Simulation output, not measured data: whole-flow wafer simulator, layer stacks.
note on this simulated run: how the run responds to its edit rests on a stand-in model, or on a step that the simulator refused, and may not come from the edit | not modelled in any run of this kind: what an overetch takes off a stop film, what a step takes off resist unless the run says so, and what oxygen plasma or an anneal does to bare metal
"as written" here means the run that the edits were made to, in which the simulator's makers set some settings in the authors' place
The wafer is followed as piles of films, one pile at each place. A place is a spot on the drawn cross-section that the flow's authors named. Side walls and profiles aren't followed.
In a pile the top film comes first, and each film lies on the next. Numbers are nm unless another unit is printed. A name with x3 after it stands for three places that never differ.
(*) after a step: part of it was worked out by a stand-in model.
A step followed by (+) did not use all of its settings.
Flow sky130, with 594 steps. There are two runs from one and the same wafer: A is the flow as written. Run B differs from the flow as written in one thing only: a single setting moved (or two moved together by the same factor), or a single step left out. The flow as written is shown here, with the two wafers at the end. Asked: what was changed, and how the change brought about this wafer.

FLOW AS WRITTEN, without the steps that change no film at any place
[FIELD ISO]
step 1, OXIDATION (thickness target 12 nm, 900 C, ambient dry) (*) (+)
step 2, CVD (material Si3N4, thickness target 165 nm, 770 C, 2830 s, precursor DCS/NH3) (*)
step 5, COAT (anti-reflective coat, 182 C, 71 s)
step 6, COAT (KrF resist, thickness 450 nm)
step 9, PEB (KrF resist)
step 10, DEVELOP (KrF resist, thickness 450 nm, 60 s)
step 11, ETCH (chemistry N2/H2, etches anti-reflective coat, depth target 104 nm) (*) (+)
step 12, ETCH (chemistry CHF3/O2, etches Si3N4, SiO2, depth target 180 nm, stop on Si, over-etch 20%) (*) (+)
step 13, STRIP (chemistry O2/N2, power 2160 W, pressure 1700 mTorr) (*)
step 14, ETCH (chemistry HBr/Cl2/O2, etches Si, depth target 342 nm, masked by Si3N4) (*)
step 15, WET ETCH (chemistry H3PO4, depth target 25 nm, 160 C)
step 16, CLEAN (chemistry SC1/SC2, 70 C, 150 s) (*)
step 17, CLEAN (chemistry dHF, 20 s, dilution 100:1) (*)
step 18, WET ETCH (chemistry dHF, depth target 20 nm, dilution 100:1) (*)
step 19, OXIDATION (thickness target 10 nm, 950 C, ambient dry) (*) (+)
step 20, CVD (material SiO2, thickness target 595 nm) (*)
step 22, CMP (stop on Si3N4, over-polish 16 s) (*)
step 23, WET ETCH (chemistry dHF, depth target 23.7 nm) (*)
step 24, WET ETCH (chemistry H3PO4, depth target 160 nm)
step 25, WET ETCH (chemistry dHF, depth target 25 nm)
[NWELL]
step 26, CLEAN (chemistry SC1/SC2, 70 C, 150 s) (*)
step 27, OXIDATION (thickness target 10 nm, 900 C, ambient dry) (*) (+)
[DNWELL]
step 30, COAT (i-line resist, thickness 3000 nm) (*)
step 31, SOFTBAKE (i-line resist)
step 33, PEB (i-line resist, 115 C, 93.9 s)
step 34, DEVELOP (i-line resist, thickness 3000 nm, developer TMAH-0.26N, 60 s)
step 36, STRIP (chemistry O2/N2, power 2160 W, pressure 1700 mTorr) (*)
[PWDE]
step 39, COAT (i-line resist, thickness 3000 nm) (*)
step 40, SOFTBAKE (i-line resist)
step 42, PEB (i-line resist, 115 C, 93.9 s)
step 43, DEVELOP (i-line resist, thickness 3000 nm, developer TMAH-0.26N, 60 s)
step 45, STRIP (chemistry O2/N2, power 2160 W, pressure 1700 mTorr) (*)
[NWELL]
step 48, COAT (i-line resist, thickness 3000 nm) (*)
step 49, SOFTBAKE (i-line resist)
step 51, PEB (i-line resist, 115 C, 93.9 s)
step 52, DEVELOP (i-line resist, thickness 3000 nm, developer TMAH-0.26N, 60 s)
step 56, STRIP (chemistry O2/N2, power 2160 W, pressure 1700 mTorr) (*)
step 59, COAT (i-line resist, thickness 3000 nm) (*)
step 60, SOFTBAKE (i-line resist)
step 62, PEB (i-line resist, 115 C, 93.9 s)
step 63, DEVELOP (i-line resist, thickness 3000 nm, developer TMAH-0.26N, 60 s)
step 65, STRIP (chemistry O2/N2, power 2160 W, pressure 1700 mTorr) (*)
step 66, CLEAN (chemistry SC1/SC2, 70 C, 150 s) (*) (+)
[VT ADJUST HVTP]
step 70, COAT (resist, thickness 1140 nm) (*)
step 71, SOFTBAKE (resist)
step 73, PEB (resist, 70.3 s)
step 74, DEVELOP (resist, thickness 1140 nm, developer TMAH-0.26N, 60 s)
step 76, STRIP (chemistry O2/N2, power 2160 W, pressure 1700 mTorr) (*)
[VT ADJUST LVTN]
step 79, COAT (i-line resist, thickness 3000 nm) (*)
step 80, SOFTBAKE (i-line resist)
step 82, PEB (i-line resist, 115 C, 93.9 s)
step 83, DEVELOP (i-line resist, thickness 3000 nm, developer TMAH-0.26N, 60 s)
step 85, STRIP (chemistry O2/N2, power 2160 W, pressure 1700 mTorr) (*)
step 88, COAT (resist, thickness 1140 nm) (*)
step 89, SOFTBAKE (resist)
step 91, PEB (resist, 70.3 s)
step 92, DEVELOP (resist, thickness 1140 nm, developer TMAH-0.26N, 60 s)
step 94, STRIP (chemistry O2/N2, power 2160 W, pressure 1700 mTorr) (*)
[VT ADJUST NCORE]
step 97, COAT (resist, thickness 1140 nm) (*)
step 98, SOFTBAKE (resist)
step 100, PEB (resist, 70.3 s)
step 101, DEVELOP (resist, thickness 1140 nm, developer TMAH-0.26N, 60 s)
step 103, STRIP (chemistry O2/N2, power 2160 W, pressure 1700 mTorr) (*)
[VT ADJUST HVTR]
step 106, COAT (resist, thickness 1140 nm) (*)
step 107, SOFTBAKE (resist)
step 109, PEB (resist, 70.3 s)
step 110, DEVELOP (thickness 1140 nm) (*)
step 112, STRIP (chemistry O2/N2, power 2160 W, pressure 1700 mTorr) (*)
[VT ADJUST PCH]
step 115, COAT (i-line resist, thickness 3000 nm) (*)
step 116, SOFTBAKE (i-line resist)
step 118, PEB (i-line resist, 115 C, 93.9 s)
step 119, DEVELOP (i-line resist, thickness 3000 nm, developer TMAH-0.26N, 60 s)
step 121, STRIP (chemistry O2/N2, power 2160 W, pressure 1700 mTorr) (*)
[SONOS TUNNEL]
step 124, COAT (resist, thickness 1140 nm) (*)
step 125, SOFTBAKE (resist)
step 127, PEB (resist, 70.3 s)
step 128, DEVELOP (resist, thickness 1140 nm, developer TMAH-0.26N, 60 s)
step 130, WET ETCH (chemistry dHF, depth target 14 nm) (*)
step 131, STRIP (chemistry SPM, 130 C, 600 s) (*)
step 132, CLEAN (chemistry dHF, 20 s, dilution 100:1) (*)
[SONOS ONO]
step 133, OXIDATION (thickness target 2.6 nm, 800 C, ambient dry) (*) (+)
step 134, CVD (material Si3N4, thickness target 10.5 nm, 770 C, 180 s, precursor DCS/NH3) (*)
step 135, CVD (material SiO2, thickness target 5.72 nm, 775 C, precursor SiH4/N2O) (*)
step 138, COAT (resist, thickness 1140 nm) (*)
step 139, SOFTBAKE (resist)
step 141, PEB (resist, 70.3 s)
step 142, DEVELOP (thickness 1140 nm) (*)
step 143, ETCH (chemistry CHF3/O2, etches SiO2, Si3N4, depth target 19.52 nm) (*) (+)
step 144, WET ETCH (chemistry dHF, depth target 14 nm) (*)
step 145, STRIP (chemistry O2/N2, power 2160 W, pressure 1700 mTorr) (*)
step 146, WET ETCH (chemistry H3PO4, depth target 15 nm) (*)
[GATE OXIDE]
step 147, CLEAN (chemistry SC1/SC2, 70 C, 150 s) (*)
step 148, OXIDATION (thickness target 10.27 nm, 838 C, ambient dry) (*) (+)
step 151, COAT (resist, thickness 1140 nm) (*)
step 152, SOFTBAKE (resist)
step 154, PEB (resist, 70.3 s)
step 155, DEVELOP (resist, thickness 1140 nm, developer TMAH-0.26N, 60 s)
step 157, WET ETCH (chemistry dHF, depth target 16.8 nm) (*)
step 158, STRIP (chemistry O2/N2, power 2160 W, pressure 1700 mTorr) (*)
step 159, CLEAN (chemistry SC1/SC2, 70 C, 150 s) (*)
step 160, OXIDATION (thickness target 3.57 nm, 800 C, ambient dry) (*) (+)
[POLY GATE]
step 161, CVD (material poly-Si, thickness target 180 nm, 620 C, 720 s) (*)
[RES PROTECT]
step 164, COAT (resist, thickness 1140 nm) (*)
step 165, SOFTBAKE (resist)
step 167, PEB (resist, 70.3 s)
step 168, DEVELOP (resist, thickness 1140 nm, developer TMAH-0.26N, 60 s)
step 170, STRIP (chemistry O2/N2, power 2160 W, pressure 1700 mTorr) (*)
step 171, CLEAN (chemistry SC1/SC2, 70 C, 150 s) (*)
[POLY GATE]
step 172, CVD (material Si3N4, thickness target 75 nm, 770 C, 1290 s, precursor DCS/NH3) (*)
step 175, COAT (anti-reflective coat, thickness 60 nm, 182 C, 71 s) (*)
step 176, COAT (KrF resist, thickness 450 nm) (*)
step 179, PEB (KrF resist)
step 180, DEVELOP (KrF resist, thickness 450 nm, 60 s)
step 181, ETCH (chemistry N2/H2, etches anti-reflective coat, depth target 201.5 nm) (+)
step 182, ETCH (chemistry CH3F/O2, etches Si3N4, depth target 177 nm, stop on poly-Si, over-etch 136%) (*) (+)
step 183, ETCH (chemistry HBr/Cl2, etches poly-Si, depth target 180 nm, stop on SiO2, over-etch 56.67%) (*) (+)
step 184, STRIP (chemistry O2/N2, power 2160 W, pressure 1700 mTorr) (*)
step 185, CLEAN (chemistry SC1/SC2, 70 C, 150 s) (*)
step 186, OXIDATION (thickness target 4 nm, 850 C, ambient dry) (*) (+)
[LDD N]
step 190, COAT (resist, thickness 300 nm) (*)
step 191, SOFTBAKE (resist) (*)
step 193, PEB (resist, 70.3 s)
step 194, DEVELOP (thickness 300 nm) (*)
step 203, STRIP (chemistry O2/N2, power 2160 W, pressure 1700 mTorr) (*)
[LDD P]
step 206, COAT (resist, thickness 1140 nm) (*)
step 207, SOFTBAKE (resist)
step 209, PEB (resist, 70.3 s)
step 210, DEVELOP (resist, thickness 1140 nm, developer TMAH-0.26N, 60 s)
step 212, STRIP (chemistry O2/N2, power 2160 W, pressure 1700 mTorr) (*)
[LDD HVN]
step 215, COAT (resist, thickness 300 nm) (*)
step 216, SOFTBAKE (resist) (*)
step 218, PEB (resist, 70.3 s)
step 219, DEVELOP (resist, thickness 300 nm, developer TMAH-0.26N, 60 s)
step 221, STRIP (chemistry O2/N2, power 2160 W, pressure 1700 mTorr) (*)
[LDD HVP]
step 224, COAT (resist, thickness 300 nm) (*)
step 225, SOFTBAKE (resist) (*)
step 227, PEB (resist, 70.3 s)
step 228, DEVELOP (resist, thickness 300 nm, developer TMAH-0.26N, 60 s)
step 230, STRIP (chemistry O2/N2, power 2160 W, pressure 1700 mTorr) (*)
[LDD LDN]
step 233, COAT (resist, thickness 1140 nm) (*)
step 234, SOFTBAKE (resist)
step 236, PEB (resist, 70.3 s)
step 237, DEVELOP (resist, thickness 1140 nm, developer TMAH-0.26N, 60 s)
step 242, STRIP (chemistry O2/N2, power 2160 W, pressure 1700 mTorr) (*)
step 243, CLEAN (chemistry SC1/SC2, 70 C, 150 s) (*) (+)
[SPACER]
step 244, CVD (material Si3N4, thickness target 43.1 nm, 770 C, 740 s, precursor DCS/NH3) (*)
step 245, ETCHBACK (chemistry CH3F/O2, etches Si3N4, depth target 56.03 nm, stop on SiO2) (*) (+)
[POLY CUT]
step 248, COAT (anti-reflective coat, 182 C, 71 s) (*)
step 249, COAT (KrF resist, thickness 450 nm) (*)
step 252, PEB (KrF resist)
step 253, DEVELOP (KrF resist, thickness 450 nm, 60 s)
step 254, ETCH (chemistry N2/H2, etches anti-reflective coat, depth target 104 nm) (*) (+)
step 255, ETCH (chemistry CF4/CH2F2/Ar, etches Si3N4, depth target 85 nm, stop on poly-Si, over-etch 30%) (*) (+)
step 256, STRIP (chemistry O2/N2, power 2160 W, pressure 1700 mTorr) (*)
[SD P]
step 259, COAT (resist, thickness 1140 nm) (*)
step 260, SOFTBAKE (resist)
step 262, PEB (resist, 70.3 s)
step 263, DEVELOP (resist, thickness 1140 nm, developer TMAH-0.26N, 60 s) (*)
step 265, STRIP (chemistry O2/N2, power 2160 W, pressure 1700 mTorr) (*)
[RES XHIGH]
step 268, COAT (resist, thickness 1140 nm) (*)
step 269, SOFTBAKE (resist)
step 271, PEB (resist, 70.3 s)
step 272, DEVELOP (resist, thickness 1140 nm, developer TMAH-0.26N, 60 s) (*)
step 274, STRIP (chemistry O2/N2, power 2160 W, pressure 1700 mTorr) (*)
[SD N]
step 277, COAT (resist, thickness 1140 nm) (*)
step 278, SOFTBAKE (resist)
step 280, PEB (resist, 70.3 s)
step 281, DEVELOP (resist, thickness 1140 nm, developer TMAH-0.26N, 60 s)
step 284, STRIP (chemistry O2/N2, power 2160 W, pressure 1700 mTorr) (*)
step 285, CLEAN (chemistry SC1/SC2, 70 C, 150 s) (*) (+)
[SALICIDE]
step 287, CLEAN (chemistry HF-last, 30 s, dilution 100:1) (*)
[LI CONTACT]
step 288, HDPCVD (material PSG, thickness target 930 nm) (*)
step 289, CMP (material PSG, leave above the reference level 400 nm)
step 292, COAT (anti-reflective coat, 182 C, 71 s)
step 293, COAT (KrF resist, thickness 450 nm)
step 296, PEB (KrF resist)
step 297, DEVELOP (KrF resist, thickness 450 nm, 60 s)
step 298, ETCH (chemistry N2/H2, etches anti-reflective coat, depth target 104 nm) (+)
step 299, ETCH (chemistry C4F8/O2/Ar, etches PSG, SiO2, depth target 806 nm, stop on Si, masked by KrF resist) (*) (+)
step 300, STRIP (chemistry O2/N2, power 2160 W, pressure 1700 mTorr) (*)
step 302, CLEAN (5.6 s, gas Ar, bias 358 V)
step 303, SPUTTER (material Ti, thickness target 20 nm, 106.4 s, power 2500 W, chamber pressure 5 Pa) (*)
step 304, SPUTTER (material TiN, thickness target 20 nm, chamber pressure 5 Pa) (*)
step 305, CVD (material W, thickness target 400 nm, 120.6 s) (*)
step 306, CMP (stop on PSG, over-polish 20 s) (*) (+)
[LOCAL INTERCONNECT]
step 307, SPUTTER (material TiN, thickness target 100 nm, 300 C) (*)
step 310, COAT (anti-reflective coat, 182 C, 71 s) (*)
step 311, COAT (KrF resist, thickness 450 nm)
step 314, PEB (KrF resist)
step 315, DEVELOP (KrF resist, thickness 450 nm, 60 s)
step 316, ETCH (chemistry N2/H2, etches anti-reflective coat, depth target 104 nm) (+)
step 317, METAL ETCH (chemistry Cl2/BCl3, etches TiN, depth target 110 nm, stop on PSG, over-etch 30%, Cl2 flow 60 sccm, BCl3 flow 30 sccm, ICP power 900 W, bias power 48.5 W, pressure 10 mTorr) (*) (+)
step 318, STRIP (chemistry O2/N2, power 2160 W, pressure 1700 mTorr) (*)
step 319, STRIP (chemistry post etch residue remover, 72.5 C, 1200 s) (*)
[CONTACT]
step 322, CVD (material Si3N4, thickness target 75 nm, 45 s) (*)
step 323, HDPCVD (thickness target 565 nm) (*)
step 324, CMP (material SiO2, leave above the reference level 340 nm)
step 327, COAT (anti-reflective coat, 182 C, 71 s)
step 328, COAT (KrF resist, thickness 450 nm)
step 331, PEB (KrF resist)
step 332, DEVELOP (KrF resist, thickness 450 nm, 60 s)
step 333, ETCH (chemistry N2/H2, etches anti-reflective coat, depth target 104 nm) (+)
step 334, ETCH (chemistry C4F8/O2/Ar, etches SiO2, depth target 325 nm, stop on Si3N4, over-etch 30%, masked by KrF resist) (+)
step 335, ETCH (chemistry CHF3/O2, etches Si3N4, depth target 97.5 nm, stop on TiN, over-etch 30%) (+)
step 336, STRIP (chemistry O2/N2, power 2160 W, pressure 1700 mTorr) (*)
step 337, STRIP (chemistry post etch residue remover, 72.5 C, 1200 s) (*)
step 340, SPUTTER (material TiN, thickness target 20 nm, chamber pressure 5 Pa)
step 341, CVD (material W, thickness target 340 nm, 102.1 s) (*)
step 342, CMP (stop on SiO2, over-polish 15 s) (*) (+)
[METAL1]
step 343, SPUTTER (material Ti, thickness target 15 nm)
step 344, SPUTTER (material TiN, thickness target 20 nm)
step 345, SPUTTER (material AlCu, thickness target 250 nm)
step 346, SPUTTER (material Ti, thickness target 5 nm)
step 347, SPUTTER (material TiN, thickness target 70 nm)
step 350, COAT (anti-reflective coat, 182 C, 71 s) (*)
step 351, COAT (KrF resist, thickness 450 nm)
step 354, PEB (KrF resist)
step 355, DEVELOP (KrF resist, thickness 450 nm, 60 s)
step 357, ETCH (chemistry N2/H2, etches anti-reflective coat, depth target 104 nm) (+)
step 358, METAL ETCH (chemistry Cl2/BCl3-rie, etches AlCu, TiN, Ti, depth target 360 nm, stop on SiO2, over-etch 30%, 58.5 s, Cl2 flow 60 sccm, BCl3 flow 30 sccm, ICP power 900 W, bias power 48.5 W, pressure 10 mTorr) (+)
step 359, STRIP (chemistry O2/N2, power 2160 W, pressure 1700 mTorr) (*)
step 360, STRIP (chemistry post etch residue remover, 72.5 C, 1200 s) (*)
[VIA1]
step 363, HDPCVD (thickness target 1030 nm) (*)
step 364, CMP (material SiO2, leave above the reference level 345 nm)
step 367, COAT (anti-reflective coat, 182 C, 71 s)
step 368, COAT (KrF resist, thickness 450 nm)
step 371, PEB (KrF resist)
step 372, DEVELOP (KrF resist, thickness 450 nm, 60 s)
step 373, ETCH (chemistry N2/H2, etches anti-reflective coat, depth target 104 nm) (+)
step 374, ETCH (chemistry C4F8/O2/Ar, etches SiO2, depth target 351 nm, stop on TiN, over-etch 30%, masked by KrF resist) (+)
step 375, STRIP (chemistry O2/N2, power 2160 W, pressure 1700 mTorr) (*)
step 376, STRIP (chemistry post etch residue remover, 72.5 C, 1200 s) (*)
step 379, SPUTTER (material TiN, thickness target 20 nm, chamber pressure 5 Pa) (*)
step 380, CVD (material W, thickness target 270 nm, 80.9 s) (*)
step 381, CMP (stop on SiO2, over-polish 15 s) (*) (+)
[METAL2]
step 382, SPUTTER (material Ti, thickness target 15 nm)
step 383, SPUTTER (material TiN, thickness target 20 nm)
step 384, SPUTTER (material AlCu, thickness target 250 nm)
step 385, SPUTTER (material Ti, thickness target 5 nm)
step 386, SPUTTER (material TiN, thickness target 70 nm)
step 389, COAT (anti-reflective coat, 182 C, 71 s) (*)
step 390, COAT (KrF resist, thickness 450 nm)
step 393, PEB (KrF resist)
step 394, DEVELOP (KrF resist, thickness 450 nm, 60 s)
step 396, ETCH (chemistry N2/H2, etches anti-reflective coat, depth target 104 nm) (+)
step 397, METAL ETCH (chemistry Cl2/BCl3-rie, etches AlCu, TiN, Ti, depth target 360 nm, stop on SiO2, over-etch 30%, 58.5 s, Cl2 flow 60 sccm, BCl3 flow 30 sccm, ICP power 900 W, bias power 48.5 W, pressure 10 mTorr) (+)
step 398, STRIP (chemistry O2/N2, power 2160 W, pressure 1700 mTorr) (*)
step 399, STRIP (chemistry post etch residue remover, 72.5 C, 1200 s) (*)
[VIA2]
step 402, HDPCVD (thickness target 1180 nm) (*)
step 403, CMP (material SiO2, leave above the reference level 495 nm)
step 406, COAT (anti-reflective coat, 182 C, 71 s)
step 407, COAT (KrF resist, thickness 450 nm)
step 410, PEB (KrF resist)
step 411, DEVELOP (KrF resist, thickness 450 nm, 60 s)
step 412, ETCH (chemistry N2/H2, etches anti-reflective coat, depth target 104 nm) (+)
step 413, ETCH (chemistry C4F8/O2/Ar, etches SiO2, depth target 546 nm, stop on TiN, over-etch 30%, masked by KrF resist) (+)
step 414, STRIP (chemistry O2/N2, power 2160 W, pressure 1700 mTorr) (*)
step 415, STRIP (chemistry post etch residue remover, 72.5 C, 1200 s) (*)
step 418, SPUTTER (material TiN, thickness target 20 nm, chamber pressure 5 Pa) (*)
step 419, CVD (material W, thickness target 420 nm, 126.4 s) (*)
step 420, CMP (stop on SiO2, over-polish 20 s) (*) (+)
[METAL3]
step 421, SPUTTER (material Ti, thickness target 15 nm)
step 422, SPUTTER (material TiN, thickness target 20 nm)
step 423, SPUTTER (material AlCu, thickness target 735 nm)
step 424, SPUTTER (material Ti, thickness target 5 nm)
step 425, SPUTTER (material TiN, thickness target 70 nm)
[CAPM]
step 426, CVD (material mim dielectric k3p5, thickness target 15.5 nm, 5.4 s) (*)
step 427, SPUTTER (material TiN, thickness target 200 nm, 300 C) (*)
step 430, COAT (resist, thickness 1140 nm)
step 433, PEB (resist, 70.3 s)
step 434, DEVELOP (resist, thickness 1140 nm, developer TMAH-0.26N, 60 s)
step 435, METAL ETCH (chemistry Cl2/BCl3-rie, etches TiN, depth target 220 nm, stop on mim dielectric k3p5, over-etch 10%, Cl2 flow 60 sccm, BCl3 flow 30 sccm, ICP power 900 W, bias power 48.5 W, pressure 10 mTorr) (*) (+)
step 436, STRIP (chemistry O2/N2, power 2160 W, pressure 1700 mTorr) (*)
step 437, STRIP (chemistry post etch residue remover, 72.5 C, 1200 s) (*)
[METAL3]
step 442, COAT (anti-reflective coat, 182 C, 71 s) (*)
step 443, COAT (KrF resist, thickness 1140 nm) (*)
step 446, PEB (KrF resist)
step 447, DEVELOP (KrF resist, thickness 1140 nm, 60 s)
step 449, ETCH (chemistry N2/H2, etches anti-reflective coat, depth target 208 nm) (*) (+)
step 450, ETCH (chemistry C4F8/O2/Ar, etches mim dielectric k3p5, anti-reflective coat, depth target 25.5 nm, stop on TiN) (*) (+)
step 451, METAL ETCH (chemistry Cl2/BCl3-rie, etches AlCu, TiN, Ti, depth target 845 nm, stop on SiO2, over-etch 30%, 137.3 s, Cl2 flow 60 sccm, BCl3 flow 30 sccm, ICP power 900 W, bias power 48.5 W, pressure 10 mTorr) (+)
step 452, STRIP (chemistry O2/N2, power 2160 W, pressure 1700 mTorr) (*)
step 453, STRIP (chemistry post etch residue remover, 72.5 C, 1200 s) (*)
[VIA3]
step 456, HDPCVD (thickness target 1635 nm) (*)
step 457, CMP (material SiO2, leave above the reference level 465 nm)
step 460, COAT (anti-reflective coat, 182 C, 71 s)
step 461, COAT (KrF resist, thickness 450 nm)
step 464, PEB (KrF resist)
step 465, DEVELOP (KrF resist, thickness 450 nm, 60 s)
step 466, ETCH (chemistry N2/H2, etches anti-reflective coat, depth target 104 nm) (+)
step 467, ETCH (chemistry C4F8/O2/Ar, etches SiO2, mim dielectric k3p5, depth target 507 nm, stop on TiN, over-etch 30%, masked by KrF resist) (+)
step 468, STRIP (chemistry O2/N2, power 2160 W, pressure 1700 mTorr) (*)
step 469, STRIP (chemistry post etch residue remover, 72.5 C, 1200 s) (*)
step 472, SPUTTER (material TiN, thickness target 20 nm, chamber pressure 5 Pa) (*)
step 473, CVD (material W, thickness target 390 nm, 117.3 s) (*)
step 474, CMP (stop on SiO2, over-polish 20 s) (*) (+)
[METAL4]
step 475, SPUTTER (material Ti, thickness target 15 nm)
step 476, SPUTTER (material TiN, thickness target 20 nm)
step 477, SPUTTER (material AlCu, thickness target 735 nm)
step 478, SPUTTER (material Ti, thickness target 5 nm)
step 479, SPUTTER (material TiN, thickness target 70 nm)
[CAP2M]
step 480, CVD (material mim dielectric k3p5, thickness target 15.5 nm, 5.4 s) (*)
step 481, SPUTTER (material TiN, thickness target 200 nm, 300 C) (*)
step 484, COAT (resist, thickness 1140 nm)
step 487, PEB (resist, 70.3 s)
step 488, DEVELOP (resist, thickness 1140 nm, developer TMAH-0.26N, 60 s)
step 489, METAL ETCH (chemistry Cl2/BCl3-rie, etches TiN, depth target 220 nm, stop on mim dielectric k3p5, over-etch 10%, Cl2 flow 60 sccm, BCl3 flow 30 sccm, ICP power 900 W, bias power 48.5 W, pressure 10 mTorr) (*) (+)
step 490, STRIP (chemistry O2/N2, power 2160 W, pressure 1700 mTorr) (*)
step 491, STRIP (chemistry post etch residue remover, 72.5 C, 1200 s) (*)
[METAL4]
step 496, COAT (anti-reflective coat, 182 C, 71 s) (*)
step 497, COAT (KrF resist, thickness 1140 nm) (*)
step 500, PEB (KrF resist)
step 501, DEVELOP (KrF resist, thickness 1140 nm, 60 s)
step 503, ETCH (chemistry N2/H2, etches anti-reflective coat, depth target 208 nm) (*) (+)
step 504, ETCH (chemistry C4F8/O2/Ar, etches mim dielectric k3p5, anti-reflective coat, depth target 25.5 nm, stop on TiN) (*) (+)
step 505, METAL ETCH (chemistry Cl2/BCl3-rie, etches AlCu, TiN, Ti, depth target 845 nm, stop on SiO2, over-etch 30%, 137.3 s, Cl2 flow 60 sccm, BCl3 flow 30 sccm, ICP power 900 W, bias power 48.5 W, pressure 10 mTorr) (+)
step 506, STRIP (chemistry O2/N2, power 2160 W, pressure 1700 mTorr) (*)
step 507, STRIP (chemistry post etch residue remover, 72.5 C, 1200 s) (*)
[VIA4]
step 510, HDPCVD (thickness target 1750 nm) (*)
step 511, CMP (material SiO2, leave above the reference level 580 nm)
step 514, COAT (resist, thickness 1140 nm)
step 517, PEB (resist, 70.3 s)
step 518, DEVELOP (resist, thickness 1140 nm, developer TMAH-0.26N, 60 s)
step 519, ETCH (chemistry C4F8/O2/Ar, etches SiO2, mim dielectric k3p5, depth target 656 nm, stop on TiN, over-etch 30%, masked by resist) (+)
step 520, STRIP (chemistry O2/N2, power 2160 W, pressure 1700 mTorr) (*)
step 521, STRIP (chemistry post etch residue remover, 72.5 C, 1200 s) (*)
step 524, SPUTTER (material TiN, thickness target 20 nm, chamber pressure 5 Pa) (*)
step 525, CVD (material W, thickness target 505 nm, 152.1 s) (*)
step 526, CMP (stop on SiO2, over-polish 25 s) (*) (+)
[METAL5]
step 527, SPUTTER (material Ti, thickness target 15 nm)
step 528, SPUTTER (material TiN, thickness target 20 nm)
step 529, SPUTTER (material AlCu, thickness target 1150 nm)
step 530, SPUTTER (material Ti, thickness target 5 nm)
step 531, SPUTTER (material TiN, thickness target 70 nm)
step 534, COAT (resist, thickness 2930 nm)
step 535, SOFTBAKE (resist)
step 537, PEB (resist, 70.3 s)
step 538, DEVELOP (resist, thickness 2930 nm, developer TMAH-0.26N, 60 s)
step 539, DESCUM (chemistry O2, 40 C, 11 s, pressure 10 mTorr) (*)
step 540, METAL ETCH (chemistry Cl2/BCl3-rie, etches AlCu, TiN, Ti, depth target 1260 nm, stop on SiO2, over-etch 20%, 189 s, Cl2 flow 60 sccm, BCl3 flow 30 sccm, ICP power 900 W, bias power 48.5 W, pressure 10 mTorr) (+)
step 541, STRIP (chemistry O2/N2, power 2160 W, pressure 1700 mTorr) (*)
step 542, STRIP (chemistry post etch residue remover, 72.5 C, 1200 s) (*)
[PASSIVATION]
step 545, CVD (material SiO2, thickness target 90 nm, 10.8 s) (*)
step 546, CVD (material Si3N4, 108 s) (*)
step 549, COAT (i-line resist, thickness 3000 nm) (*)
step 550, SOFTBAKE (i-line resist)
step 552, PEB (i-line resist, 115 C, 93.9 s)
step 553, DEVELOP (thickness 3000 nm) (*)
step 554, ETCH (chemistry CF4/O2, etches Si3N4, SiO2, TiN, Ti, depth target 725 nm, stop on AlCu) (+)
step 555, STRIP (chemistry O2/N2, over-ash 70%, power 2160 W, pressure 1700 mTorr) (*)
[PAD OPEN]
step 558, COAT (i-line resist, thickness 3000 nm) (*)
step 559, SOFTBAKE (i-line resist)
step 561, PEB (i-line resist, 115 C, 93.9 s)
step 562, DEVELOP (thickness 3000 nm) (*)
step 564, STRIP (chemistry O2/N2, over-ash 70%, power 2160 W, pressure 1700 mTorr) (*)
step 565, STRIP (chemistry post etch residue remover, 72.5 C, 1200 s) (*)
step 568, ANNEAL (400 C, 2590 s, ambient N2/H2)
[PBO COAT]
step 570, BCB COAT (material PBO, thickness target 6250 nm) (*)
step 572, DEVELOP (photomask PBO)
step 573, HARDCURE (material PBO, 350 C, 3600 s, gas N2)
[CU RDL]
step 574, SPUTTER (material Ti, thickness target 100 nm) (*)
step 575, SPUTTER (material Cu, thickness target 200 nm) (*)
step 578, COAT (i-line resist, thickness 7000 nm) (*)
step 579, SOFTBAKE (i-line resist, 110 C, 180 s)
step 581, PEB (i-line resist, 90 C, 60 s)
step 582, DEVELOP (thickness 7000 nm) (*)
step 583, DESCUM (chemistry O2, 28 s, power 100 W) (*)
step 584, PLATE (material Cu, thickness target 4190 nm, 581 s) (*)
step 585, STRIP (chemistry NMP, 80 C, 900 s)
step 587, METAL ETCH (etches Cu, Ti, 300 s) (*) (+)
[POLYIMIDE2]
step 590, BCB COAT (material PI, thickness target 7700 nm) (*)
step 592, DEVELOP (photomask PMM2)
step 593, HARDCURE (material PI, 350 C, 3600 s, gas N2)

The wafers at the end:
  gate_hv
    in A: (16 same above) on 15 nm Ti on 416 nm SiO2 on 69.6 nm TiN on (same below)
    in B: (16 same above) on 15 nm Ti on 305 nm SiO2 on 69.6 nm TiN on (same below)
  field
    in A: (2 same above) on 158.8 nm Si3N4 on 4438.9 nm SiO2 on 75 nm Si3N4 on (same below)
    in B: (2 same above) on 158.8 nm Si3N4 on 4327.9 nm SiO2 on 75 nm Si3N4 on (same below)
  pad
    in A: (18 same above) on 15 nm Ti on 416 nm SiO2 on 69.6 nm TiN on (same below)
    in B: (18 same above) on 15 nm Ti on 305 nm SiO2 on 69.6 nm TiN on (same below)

Cause: step 403, CMP: leave above the reference level 384 nm was run, though the flow has leave above the reference level 495 nm.

The path from the change to this, step by step:
  step 403, CMP (material SiO2, leave above the reference level 495 nm)
      n_well, p_well, gate_hv and 101 more: A SiO2 loses 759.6 | B SiO2 loses 870.6
      field, active, gate and 82 more: A SiO2 loses 389.1 | B SiO2 loses 500.1
      (and at 2 other places as well)
  step 413, ETCH (chemistry C4F8/O2/Ar, etches SiO2, depth target 546 nm, stop on TiN, over-etch 30%, masked by KrF resist) (+)
      field, active, n_well and 186 more: A KrF resist loses 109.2 | B KrF resist loses 80.4
      m1: A SiO2 loses 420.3 (all of it) | B SiO2 loses 309.3 (all of it)
      (and at 1 other place as well)
  step 414, STRIP (chemistry O2/N2, power 2160 W, pressure 1700 mTorr) (*)
      field, active, n_well and 186 more: A KrF resist loses 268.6 (all of it), anti-reflective coat loses 80 (all of it) | B KrF resist loses 297.4 (all of it), anti-reflective coat loses 80 (all of it)
  step 418, SPUTTER (material TiN, thickness target 20 nm, chamber pressure 5 Pa) (*)
      m1, via2_hole: A TiN gains 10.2 | B TiN gains 11.7
  step 419, CVD (material W, thickness target 420 nm, 126.4 s) (*)
      m1: A W gains 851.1 (new film) | B W gains 738.6 (new film)
      via2_hole: A W gains 850.7 (new film) | B W gains 738.1 (new film)
